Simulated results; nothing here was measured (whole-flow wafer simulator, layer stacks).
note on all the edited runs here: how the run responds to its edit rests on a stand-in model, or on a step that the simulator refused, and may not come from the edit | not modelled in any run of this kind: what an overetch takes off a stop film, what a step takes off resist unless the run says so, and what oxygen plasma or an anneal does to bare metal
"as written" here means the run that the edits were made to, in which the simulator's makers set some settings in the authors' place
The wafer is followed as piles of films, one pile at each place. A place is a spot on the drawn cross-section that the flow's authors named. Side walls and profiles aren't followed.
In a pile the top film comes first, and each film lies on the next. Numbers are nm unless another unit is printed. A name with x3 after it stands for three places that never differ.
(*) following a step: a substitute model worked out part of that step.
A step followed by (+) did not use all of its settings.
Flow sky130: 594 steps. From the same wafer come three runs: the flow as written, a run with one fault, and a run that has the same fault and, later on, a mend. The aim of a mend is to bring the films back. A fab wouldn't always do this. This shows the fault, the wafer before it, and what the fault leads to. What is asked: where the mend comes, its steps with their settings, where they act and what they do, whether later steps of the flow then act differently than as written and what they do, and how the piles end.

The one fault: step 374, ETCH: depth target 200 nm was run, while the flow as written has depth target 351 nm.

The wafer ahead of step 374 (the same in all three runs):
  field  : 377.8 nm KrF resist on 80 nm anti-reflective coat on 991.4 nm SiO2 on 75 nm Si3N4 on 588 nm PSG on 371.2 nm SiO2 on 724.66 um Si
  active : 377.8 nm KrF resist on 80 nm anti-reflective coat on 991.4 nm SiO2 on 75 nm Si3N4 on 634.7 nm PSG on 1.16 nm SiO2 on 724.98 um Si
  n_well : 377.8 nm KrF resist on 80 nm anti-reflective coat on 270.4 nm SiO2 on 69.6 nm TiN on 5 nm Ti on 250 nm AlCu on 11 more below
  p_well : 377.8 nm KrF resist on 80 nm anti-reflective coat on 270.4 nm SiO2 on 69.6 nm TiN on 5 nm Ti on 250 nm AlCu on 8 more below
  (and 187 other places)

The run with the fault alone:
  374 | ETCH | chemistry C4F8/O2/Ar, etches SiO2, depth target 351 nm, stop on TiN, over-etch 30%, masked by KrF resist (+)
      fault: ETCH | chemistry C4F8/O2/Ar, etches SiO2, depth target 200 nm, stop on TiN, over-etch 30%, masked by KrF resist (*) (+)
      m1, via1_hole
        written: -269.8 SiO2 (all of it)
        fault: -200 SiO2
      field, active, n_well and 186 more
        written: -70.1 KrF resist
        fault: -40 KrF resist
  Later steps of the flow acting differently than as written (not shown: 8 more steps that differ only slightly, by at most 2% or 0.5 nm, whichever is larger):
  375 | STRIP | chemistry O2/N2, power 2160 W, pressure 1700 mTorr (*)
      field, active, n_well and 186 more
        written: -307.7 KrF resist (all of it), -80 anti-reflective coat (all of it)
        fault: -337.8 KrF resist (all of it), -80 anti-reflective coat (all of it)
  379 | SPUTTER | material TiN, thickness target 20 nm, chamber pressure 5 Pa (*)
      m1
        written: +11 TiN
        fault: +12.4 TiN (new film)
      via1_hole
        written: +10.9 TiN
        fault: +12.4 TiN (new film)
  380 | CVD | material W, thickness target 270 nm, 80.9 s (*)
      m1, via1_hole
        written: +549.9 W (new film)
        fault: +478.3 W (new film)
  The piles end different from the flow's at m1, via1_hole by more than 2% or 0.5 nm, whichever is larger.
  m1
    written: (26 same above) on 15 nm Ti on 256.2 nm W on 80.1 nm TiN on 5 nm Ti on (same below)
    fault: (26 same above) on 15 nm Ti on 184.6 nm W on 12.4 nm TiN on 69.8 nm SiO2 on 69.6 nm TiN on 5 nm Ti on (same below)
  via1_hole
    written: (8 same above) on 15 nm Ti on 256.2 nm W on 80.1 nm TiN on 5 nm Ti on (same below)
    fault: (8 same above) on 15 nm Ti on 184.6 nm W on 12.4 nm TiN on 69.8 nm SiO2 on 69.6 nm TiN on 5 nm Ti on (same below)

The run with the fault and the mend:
  The mend follows step 374.
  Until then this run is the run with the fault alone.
  374a | ETCH | chemistry C4F8/O2/Ar, etches SiO2, depth target 151 nm, stop on TiN, over-etch 30%, masked by KrF resist (+) (the flow's step 374 again, with other settings)
      field, active, n_well and 186 more
        -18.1 KrF resist
      m1, via1_hole
        -69.8 SiO2 (all of it)
  Later steps of the flow acting differently than as written:
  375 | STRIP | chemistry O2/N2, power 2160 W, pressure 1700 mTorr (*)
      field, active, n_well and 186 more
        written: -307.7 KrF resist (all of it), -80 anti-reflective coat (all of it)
        mend: -319.7 KrF resist (all of it), -80 anti-reflective coat (all of it)
  By the end, the piles equal the flow's at every place that both follow.
